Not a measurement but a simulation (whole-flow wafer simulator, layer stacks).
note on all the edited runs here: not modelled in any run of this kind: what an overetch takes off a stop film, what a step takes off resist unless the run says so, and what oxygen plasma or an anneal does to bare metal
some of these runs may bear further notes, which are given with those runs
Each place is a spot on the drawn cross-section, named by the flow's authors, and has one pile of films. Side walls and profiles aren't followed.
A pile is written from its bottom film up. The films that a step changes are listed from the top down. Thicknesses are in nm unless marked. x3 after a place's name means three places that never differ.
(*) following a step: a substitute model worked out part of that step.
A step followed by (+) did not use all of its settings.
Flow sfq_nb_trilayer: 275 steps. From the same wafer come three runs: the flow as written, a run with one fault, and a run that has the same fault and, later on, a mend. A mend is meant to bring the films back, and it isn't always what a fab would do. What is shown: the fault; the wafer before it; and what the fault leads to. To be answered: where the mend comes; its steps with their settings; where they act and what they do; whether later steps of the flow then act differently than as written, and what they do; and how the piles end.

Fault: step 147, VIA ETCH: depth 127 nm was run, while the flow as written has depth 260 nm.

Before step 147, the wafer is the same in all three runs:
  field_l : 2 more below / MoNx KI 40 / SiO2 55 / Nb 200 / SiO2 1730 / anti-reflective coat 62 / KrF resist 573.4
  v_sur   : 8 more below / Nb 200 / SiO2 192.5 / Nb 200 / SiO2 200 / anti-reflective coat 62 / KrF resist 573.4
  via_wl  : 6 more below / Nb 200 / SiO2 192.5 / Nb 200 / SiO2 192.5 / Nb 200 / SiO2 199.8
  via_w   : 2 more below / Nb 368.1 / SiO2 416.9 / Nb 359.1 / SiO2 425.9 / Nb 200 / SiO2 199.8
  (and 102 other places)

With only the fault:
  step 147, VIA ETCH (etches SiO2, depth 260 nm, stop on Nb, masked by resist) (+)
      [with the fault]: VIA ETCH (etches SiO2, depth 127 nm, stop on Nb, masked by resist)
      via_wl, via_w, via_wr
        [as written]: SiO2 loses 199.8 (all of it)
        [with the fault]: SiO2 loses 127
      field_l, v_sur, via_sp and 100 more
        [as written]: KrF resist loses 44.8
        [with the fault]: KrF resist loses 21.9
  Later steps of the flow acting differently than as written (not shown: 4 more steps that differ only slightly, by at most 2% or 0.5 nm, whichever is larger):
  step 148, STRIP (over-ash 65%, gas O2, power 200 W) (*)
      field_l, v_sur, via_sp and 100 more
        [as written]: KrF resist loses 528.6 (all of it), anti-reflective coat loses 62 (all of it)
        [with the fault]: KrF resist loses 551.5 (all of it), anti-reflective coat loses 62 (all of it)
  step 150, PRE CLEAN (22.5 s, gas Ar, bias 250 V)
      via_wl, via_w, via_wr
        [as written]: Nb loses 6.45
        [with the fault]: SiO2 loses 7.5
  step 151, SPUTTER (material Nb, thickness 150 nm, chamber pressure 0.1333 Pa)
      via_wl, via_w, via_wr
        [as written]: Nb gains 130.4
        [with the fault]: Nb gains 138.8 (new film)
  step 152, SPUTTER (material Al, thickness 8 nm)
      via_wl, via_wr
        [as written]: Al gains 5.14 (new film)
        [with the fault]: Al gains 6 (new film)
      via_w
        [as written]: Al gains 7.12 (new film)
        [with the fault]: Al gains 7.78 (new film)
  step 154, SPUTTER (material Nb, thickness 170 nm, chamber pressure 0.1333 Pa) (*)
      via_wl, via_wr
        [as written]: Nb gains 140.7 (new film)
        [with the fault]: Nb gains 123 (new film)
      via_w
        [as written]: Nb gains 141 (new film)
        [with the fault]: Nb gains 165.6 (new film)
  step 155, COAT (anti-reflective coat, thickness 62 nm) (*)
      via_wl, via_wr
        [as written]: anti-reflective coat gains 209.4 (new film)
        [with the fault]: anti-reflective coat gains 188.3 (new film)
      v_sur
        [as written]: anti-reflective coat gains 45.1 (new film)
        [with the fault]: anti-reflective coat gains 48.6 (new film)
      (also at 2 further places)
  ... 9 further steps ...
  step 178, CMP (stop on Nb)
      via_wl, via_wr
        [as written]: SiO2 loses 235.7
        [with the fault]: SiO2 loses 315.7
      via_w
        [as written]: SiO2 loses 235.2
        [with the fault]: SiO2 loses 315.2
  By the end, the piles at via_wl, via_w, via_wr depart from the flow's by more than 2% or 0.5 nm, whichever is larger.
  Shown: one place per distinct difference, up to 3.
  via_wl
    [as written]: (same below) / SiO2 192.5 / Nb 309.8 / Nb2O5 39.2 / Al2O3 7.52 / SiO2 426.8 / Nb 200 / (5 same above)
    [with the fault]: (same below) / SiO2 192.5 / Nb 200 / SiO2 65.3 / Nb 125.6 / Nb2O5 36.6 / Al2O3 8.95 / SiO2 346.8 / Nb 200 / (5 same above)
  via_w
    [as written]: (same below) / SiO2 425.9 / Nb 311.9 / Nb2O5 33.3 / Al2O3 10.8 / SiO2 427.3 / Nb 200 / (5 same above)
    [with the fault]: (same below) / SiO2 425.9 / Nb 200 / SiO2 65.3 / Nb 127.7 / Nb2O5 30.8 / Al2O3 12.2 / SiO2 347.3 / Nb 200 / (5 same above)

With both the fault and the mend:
  The mend follows step 148.
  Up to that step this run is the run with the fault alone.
  step 148a, COAT (anti-reflective coat, thickness 62 nm) (*) (a further turn of the flow's step 140)
      p4_fl x3, p4_w1 x9, p4_g1 x2 and 63 more
        anti-reflective coat gains 62 (new film)
      res, r_end, moat and 8 more
        anti-reflective coat gains 61.8 (new film)
      jj_sur, ce_l, c5j, ce_r, sp_r, be_r, r_sur
        anti-reflective coat gains 61.7 (new film)
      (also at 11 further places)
  step 148b, COAT (KrF resist, thickness 650 nm) (*) (a further turn of the flow's step 141)
      p4_fl x3, p4_w1 x9, p4_g1 x2 and 63 more
        KrF resist gains 650 (new film)
      res, r_end, moat, field_r, lsp_l, l0_sur, l0v
        KrF resist gains 649.5 (new film)
      ln_m5, lsp_m, ln_m6, lsp_r
        KrF resist gains 649.6 (new film)
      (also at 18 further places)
  step 148c, SOFTBAKE (KrF resist) (a further turn of the flow's step 142)
      alters no film at any place that is followed
  step 148d, EXPOSE (photomask I4, dose 11.93 mJ/cm2, NA 0.6, wavelength 248 nm) (*) (a further turn of the flow's step 143)
      alters no film at any place that is followed
  step 148e, PEB (KrF resist, 90 s) (a further turn of the flow's step 144)
      gap, jj_sur, ce_l and 93 more
        KrF resist loses 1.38
      v_sur, via_sp, via_v, wire, be, be_sur
        KrF resist loses 1.37
      via_wl, via_wr
        KrF resist loses 1.5
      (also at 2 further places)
  step 148f, DEVELOP (KrF resist, thickness 650 nm, 60 s) (a further turn of the flow's step 145)
      field_l, v_sur, via_sp and 100 more
        KrF resist loses 23.5
      via_wl
        KrF resist loses 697 (all of it)
      via_w
        KrF resist loses 730.9 (all of it)
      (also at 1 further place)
  step 148g, VIA ETCH (etches anti-reflective coat, depth 125 nm, masked by resist) (+) (a further turn of the flow's step 146)
      field_l, v_sur, via_sp and 100 more
        KrF resist loses 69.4
      via_wl, via_wr
        anti-reflective coat loses 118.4 (all of it)
      via_w
        anti-reflective coat loses 80.6 (all of it), SiO2 loses 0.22
  step 148h, VIA ETCH (etches SiO2, depth 133 nm, stop on Nb, masked by resist) (+) (a further turn of the flow's step 147, with different settings)
      field_l, v_sur, via_sp and 100 more
        KrF resist loses 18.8
      via_wl, via_wr
        SiO2 loses 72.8 (all of it)
      via_w
        SiO2 loses 72.6 (all of it)
  step 148i, STRIP (over-ash 65%, gas O2, power 200 W) (*) (a further turn of the flow's step 148)
      p4_fl x3, p4_w1 x9, p4_g1 x2 and 63 more
        KrF resist loses 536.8 (all of it), anti-reflective coat loses 62 (all of it)
      field_r, lsp_l, ln_m5, lsp_m, ln_m6, lsp_r, l0_sur
        KrF resist loses 536.4 (all of it), anti-reflective coat loses 61.8 (all of it)
      res, r_end, moat, l0v
        KrF resist loses 536.3 (all of it), anti-reflective coat loses 61.8 (all of it)
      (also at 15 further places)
  None of the later steps of the flow differs from how it acts as written, at any place that is followed, by more than 2% or 0.5 nm, whichever is larger.
  At every place that both follow, the piles at the end match the flow's.
